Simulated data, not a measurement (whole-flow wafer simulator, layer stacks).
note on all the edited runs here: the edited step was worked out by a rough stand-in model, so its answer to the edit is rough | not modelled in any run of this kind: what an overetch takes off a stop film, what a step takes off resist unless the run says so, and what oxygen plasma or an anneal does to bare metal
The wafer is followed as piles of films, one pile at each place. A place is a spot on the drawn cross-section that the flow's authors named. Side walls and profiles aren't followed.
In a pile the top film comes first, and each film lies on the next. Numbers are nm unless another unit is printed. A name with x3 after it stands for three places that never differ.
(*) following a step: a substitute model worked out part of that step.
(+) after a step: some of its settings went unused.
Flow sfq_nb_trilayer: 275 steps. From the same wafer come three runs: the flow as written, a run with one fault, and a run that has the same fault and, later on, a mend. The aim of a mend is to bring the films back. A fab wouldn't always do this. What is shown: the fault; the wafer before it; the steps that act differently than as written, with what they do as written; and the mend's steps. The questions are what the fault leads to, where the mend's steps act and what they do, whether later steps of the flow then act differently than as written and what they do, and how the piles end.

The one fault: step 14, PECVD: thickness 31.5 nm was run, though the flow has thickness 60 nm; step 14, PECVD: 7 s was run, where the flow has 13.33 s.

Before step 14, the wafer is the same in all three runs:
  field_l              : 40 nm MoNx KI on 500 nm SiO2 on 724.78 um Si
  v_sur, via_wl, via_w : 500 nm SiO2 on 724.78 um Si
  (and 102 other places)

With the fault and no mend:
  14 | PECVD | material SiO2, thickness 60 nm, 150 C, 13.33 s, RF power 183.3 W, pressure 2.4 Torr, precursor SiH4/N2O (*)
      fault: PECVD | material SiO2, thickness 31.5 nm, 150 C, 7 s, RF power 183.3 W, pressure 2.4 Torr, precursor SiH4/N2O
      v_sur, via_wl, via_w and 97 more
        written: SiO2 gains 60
        fault: SiO2 gains 31.5
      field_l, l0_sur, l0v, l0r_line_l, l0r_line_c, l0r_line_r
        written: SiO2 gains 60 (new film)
        fault: SiO2 gains 31.5 (new film)
  Steps further on in the flow that do not act as written (10 more steps, not shown, differ only slightly: by at most 2% or 0.5 nm, whichever is larger):
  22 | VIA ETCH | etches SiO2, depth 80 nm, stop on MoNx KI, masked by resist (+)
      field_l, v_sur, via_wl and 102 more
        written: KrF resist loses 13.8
        fault: KrF resist loses 8.11
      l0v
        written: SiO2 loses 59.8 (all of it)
        fault: SiO2 loses 31.3 (all of it)
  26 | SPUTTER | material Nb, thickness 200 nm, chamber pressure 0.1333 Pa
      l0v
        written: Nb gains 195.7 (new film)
        fault: Nb gains 200 (new film)
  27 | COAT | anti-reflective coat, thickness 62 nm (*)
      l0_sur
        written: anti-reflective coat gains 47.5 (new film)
        fault: anti-reflective coat gains 50.7 (new film)
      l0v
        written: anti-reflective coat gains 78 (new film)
        fault: anti-reflective coat gains 69.2 (new film)
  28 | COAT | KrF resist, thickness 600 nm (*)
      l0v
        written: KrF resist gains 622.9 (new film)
        fault: KrF resist gains 605.5 (new film)
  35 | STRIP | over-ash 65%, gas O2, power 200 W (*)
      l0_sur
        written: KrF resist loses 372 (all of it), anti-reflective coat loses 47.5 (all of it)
        fault: KrF resist loses 373.6 (all of it), anti-reflective coat loses 50.7 (all of it)
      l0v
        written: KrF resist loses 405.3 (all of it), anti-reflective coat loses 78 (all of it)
        fault: KrF resist loses 387.9 (all of it), anti-reflective coat loses 69.2 (all of it)
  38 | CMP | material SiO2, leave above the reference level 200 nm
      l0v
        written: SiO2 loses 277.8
        fault: SiO2 loses 310.6
  At field_l, v_sur, via_wl and 100 more, the piles at the end differ from the flow's by more than 2% or 0.5 nm, whichever is larger.
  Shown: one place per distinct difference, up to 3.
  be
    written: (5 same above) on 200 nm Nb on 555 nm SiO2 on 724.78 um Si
    fault: (5 same above) on 200 nm Nb on 526.5 nm SiO2 on 724.78 um Si
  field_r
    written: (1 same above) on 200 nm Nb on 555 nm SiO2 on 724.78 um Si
    fault: (1 same above) on 200 nm Nb on 526.5 nm SiO2 on 724.78 um Si
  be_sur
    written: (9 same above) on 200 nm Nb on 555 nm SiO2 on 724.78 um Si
    fault: (9 same above) on 200 nm Nb on 526.5 nm SiO2 on 724.78 um Si

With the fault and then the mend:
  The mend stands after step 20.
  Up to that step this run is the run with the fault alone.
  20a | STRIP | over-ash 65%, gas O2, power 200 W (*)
      p4_fl x3, p4_w1 x9, p4_g1 x2 and 59 more
        KrF resist loses 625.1 (all of it), anti-reflective coat loses 62 (all of it)
      jj_sur, ce_l, c5j, ce_r, sp_r, be_r, r_sur
        KrF resist loses 632 (all of it), anti-reflective coat loses 63.7 (all of it)
      gap, res, r_end
        KrF resist loses 632.1 (all of it), anti-reflective coat loses 63.7 (all of it)
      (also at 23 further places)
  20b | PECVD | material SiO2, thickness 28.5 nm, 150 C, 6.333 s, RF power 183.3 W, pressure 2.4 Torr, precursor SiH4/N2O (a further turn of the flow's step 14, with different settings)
      field_l, v_sur, via_wl and 103 more
        SiO2 gains 28.5
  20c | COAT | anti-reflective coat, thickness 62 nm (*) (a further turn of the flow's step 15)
      p4_fl x3, p4_w1 x9, p4_g1 x2 and 59 more
        anti-reflective coat gains 62 (new film)
      be_sur, gap, jj_sur and 8 more
        anti-reflective coat gains 63.7 (new film)
      wire, be, moat, field_r, lsp_l
        anti-reflective coat gains 63.8 (new film)
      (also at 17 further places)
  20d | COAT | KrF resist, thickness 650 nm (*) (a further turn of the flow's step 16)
      p4_fl x3, p4_w1 x9, p4_g1 x2 and 59 more
        KrF resist gains 650 (new film)
      jj_sur, ce_l, c5j, ce_r, sp_r, be_r, r_sur
        KrF resist gains 656.9 (new film)
      v_sur, via_wr
        KrF resist gains 659.5 (new film)
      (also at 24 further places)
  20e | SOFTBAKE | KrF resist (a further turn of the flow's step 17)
      alters no film at any place that is followed
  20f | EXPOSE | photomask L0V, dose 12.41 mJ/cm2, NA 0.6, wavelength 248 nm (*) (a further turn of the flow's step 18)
      alters no film at any place that is followed
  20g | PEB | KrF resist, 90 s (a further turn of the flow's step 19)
      p4_fl x3, p4_w1 x9, p4_g1 x2 and 59 more
        KrF resist loses 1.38
      via_v, wire, be and 15 more
        KrF resist loses 1.39
      v_sur, via_w, via_wr, via_sp, lsp_m, ln_m6, lsp_r
        KrF resist loses 1.4
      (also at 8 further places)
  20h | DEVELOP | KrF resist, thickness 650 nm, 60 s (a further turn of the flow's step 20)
      field_l, v_sur, via_wl and 102 more
        KrF resist loses 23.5
      l0v
        KrF resist loses 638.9 (all of it)
  Later steps of the flow that are run all act as written at every place that is followed, up to a difference of at most 2% or 0.5 nm, whichever is larger.
  By the end, the piles equal the flow's at every place that both follow.
